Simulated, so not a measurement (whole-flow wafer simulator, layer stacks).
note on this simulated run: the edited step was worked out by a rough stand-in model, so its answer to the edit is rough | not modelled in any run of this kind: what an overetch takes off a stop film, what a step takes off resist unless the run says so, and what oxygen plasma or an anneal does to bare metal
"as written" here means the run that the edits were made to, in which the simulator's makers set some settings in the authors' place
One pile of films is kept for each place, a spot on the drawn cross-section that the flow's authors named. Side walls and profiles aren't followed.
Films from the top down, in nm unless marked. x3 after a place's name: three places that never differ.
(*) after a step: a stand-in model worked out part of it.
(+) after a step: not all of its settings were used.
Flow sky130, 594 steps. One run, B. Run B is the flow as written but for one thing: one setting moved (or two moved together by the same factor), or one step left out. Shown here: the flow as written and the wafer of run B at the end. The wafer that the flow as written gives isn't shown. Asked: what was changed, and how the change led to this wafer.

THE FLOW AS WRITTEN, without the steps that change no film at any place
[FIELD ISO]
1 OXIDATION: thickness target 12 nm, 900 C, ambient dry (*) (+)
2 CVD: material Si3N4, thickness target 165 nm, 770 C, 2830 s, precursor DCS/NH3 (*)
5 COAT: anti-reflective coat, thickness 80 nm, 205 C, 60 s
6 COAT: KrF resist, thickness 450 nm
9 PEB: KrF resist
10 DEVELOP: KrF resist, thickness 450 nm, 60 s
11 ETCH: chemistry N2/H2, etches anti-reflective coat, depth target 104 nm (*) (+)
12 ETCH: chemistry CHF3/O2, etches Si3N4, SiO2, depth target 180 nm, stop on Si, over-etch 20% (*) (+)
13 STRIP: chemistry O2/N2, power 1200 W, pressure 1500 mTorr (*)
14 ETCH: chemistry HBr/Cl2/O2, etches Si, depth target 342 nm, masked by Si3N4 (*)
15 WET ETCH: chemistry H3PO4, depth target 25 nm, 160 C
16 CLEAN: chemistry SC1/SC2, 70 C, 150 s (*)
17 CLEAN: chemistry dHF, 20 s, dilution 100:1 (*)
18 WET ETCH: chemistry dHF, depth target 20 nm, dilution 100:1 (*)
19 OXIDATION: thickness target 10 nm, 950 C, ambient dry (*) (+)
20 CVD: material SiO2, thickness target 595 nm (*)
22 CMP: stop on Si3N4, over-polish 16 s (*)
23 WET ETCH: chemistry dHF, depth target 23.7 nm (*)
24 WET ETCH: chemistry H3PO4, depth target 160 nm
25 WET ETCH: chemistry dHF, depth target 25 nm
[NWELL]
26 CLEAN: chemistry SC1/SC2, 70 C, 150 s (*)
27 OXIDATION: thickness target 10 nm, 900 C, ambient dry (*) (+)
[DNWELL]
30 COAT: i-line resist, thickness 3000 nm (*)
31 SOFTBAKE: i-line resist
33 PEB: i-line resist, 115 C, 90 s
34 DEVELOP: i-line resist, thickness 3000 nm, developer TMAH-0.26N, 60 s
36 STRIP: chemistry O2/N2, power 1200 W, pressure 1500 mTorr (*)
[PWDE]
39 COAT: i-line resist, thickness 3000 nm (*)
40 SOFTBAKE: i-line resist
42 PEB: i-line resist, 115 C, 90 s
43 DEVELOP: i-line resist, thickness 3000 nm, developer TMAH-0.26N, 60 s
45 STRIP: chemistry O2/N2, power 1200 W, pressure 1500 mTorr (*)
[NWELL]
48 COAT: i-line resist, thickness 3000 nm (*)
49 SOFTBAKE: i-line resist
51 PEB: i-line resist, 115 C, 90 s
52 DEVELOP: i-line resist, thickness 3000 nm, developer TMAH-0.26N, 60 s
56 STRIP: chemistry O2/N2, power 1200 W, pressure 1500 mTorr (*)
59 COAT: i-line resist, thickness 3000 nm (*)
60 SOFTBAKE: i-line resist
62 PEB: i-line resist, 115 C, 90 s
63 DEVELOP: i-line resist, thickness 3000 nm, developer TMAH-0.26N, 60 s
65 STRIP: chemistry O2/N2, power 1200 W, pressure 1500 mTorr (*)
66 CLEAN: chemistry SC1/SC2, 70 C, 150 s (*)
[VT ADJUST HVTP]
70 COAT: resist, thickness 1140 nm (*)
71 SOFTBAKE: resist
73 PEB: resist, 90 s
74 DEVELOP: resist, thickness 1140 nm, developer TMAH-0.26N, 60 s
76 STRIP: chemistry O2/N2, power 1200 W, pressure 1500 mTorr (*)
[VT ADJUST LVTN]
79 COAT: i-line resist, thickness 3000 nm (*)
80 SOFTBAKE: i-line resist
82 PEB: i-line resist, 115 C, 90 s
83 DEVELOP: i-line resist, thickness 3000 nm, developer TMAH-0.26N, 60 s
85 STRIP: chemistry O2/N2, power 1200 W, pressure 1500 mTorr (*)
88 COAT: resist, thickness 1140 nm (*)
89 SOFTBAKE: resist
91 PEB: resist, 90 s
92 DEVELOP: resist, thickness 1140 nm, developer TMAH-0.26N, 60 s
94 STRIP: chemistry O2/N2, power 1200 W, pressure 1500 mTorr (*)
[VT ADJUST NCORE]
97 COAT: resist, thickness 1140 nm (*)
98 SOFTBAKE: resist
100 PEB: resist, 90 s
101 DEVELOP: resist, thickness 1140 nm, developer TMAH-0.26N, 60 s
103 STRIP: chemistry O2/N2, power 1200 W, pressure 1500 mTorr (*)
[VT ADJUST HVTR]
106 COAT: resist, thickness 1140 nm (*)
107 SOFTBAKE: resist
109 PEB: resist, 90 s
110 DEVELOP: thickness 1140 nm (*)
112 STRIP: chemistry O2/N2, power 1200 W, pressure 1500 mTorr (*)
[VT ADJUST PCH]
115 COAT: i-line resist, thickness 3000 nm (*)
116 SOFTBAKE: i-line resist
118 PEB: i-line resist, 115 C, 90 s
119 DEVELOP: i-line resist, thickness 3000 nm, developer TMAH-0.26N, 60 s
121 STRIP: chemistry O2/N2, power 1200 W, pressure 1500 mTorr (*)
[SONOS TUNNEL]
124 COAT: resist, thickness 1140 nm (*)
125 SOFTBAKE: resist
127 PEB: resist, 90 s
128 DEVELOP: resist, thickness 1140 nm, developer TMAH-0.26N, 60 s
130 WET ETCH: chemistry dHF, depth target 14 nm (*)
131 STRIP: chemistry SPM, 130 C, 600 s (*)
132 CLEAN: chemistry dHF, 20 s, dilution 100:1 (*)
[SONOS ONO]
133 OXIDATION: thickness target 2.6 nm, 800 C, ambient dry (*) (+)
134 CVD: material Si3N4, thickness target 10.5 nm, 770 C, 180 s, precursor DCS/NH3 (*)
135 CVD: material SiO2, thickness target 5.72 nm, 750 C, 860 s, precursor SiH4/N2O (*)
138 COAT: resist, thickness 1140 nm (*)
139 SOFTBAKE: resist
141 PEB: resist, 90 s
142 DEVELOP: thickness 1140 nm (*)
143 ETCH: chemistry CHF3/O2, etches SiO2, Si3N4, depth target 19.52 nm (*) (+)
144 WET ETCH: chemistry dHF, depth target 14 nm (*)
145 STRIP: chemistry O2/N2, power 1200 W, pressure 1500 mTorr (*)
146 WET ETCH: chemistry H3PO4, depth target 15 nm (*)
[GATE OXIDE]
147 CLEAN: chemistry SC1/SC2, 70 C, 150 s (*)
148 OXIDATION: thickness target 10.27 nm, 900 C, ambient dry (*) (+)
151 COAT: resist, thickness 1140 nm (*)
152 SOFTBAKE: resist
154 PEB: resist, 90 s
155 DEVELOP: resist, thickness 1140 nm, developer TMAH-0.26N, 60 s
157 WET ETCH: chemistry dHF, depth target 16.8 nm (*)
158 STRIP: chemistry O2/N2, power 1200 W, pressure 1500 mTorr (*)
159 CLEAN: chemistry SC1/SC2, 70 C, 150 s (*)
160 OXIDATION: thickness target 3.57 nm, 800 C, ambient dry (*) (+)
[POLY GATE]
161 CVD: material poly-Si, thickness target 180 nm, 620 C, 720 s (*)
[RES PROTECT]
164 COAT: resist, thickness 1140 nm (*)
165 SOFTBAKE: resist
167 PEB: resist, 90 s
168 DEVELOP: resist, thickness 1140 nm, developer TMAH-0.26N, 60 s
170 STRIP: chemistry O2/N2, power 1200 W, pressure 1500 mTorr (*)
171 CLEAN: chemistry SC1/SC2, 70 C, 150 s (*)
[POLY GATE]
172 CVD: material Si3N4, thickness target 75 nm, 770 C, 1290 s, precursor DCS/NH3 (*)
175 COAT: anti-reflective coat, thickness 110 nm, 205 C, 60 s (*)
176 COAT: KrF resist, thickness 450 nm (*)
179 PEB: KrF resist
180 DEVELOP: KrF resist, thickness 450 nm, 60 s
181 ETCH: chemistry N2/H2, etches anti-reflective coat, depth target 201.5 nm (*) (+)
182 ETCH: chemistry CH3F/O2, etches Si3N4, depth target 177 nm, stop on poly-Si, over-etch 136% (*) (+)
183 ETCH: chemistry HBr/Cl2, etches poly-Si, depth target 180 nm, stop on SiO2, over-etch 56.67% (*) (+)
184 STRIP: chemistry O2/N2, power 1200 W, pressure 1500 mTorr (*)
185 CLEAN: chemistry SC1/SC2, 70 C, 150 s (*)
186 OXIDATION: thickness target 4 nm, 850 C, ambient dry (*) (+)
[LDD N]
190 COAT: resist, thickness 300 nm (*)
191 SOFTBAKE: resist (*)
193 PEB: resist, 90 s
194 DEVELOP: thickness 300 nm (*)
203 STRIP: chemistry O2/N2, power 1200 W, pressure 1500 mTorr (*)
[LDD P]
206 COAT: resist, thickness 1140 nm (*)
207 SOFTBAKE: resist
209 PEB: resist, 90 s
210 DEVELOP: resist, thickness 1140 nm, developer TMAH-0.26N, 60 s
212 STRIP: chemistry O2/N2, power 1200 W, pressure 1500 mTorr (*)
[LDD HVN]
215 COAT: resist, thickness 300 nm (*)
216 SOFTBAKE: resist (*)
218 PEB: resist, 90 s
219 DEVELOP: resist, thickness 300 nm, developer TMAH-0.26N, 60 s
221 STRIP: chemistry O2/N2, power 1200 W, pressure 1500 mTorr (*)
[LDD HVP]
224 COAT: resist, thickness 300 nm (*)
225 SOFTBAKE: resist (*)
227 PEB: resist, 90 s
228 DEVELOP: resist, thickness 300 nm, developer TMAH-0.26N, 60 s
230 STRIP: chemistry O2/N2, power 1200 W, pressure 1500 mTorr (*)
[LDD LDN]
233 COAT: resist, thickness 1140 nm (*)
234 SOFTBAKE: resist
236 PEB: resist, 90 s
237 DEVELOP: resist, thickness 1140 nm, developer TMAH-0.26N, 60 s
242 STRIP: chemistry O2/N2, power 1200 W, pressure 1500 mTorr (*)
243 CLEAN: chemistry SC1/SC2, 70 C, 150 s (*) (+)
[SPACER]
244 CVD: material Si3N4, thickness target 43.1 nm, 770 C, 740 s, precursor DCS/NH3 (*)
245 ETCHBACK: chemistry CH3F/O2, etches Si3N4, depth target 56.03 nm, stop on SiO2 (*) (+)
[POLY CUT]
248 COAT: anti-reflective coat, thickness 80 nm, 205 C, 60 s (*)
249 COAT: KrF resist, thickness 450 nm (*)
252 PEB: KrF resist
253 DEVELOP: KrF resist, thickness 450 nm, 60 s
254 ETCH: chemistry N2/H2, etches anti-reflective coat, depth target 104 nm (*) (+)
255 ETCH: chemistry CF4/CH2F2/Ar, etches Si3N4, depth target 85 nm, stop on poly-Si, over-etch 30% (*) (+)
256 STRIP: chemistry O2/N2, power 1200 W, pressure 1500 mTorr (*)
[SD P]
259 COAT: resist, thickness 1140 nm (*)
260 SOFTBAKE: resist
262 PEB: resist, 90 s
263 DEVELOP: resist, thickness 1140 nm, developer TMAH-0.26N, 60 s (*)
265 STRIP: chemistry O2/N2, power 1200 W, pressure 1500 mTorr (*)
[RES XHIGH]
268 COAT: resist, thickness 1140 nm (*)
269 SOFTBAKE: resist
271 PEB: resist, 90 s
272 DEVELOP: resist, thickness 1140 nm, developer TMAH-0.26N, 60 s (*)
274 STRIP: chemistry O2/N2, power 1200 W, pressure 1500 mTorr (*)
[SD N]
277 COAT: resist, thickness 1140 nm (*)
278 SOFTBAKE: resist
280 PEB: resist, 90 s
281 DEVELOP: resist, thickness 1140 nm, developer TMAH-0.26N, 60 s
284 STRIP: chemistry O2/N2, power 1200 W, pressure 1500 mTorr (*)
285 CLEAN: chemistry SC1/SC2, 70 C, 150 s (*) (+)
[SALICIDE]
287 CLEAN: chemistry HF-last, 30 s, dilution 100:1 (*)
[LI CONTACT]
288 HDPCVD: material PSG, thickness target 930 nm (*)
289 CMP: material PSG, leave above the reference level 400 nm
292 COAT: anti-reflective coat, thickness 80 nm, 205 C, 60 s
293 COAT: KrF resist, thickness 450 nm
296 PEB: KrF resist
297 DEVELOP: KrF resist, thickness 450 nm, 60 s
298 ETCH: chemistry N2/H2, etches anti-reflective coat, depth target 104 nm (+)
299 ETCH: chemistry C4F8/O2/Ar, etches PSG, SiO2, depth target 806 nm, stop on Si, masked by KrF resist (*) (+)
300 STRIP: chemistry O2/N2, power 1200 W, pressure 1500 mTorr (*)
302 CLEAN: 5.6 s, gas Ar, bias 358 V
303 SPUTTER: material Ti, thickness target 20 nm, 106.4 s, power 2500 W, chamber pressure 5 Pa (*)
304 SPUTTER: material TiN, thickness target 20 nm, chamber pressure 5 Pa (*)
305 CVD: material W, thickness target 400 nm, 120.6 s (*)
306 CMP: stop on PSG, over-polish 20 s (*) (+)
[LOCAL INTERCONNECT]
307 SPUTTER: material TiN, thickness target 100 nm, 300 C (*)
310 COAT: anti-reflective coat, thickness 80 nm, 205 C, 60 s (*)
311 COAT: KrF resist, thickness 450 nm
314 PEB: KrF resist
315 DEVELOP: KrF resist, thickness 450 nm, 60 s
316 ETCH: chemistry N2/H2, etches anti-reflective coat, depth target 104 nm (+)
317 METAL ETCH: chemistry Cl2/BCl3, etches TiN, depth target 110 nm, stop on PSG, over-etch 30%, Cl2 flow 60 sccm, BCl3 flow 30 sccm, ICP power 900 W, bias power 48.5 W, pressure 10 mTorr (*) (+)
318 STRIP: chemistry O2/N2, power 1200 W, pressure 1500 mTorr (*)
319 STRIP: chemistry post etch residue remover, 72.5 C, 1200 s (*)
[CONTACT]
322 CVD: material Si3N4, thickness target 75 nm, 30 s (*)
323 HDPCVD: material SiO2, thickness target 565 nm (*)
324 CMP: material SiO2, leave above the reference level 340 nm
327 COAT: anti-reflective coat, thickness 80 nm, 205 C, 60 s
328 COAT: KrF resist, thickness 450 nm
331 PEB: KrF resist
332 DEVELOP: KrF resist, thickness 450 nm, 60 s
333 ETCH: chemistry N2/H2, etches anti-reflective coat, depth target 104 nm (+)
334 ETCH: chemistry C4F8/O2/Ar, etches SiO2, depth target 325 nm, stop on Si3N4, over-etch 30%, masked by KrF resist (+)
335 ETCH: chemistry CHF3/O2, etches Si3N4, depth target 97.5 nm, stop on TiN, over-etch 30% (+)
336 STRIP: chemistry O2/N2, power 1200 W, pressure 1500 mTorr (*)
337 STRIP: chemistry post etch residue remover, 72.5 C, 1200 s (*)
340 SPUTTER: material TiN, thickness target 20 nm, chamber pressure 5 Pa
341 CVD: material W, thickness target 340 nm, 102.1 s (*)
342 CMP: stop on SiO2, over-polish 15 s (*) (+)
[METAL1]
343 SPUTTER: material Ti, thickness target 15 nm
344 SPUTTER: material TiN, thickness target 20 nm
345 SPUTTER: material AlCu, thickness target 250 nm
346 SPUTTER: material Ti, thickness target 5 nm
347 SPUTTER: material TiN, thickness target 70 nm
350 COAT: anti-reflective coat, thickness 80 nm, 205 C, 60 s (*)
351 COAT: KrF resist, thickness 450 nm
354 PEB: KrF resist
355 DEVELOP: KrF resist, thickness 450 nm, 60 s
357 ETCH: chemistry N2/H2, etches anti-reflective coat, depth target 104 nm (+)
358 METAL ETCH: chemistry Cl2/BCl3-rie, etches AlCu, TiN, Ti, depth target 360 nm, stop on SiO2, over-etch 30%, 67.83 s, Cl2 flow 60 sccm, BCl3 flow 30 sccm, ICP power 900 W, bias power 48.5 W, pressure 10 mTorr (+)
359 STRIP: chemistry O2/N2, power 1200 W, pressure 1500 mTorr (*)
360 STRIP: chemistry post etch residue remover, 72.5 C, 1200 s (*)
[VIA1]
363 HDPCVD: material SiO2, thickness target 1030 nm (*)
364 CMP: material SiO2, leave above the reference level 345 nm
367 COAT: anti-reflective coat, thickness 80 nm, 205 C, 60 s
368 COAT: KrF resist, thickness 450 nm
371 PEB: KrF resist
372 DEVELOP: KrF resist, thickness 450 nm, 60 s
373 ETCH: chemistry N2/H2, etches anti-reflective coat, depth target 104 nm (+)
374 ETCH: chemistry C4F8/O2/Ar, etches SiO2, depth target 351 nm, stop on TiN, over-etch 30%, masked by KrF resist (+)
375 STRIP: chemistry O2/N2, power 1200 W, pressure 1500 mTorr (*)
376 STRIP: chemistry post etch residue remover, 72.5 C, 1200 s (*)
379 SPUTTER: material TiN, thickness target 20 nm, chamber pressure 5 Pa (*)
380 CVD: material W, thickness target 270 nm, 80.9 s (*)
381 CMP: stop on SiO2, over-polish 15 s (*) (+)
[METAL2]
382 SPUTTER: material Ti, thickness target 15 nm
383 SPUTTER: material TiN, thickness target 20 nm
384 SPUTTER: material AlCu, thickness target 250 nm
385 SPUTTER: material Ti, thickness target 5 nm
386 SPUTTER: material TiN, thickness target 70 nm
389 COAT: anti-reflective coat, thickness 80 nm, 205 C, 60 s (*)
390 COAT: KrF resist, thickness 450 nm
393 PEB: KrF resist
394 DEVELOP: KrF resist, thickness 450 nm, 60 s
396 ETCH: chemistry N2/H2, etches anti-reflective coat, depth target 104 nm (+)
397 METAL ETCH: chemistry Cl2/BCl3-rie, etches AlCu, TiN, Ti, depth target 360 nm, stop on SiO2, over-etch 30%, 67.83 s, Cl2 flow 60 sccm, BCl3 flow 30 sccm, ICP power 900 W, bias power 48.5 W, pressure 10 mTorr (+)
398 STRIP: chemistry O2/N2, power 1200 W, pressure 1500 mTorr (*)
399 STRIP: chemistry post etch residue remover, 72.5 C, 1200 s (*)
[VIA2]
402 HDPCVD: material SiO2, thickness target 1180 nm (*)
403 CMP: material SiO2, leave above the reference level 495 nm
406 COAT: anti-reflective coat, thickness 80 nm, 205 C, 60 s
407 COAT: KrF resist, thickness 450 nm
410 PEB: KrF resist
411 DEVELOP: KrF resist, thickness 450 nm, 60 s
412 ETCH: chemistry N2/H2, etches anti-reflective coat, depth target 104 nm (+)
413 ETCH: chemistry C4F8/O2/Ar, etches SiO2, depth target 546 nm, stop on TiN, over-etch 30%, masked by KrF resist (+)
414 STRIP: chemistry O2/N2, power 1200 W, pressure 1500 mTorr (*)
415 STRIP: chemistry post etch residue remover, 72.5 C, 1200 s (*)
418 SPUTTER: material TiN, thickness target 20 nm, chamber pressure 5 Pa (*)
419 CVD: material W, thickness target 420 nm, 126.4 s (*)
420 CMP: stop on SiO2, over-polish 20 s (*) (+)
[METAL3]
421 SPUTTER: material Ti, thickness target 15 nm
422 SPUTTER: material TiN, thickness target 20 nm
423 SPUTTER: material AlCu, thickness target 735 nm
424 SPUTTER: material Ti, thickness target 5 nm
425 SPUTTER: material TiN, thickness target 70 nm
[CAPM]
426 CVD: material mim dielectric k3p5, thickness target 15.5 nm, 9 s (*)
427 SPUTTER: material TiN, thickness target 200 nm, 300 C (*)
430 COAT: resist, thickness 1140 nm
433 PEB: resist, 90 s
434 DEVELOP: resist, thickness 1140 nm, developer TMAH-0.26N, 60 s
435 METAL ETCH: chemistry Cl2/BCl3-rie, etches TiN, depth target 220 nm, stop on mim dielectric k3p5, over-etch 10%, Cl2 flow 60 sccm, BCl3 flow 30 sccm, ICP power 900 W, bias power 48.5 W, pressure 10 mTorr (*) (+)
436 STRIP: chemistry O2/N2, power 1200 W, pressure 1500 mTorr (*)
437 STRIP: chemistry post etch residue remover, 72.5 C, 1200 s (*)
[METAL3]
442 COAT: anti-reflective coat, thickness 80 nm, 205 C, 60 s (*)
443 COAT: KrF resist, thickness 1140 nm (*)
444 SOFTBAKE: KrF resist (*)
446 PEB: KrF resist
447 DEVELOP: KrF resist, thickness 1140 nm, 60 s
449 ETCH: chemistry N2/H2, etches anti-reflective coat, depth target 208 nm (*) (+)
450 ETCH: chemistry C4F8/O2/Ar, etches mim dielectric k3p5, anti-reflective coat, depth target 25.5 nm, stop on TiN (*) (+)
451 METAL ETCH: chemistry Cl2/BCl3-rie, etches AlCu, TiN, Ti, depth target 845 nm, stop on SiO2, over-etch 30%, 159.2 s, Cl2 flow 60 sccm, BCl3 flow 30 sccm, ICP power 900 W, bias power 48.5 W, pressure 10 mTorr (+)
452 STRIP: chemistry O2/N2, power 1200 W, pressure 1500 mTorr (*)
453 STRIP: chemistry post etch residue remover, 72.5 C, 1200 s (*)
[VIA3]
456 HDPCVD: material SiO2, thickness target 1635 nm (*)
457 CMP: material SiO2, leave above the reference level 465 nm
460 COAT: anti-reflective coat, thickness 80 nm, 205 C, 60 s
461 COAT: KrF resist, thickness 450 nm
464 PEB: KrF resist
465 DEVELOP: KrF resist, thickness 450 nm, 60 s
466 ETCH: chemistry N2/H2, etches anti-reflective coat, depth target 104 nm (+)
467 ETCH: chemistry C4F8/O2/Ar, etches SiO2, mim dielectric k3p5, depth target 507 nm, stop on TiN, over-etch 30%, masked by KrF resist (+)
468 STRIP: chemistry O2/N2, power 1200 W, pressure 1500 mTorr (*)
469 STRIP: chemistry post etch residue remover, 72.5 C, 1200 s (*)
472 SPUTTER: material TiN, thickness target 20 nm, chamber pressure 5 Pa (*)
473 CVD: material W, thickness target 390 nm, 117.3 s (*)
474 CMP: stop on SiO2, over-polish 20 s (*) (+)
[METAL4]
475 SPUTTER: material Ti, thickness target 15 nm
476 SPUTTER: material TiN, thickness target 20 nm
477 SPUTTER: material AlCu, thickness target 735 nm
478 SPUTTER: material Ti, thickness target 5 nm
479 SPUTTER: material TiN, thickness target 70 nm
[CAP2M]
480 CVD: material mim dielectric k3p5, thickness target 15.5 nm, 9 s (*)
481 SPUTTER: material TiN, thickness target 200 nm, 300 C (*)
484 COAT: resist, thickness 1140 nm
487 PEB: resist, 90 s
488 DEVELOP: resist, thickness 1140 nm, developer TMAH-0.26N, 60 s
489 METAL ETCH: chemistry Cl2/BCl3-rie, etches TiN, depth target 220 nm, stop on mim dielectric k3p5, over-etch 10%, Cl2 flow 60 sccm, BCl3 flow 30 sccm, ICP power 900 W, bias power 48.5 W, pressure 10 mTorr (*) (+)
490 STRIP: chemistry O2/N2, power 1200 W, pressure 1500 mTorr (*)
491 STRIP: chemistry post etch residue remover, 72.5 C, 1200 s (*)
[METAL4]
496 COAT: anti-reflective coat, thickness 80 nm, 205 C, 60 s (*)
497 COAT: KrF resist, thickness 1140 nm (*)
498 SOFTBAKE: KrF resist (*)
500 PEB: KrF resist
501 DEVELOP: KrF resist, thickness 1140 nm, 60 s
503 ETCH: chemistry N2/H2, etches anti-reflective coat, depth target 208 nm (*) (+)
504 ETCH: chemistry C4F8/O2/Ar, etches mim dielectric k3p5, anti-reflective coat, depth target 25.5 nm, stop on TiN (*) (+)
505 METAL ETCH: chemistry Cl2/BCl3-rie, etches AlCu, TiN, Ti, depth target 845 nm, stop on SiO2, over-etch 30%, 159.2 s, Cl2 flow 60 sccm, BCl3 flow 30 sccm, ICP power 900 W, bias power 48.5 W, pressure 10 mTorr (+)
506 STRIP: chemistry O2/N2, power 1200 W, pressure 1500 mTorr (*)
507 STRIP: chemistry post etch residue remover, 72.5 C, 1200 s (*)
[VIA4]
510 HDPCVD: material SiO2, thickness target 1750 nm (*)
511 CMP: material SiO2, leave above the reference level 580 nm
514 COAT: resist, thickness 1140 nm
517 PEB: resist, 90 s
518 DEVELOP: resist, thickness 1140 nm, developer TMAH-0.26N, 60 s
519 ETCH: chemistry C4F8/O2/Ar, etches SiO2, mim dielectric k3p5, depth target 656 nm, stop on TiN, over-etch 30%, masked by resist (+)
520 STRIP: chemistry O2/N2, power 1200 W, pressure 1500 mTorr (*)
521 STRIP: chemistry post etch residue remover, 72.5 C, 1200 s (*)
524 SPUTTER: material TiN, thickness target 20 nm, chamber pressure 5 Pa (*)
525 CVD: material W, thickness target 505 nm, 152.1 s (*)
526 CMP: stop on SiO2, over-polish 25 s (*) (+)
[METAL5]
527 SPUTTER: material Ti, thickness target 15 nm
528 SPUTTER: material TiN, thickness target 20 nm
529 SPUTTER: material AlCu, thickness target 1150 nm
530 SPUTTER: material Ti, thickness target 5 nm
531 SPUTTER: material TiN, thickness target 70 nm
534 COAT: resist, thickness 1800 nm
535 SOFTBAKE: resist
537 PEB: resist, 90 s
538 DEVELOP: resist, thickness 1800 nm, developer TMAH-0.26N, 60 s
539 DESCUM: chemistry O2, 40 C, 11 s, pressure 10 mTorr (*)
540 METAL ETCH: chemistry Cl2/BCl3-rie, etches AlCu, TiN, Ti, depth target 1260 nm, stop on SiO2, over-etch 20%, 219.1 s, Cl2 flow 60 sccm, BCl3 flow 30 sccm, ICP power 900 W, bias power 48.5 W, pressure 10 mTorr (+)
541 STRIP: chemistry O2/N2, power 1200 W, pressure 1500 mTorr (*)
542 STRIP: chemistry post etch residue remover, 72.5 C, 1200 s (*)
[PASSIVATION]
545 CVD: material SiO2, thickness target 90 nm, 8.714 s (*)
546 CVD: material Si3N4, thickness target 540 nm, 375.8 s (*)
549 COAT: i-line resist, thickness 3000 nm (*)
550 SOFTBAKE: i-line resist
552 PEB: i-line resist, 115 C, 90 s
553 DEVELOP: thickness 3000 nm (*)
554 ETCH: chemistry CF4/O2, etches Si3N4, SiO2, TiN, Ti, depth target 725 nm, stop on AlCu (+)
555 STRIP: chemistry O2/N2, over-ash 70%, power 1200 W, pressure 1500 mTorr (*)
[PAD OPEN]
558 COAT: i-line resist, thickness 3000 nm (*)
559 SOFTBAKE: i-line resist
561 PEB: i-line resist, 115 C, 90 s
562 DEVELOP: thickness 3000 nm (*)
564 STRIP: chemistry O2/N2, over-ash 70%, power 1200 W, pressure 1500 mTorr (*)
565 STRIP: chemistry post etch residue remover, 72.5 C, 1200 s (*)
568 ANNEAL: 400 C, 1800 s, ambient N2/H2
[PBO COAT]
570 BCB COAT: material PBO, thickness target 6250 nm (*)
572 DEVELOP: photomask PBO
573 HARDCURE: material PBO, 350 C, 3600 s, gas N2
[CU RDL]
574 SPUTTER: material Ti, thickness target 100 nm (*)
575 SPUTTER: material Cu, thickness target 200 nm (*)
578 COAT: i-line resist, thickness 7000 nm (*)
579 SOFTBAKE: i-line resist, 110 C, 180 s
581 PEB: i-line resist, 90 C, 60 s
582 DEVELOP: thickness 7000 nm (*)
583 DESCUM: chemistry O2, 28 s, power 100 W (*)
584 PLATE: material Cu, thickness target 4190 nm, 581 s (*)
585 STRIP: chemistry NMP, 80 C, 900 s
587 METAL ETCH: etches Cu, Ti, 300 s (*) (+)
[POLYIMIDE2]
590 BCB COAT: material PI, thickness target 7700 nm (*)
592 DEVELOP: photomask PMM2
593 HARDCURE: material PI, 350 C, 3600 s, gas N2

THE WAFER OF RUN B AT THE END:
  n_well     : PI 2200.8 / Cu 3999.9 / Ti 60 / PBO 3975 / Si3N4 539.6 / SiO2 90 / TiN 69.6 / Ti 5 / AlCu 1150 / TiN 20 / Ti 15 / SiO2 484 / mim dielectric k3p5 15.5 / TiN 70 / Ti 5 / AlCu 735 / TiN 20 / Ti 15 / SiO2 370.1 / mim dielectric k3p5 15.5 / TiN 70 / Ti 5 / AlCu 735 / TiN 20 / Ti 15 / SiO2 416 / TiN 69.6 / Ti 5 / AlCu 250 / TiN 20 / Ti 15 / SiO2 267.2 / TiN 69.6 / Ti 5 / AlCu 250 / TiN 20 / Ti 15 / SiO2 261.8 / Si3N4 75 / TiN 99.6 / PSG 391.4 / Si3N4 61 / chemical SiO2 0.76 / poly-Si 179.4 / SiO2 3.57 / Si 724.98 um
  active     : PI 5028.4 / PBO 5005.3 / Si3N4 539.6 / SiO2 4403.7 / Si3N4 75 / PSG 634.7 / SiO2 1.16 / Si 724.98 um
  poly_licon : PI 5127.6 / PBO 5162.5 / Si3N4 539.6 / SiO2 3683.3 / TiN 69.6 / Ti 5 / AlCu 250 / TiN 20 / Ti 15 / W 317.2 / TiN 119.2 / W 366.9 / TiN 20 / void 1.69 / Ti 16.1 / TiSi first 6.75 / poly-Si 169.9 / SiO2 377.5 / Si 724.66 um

The cause: step 574, SPUTTER: thickness target 60 nm was run, where the flow has thickness target 100 nm.
It can be read off the wafer: n_well has Ti 60, and step 574 as written asks for 100 nm.

How the change led to this, step by step:
  574 SPUTTER: material Ti, thickness target 100 nm (*)
      field, active, n_well and 190 more: Ti +60 (new film) (as written it would be: Ti +100 (new film))
  579 SOFTBAKE: i-line resist, 110 C, 180 s
      hv_encl: i-line resist -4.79 (as written it would be: i-line resist -2.19)
  587 METAL ETCH: etches Cu, Ti, 300 s (*) (+)
      field, active, gate and 167 more: Cu -200 (all of it), Ti -60 (all of it) (as written it would be: Cu -200 (all of it), Ti -100 (all of it))
  590 BCB COAT: material PI, thickness target 7700 nm (*)
      de16_gate_nw: PI +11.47 um (new film) (as written it would be: PI +11.5 um (new film))
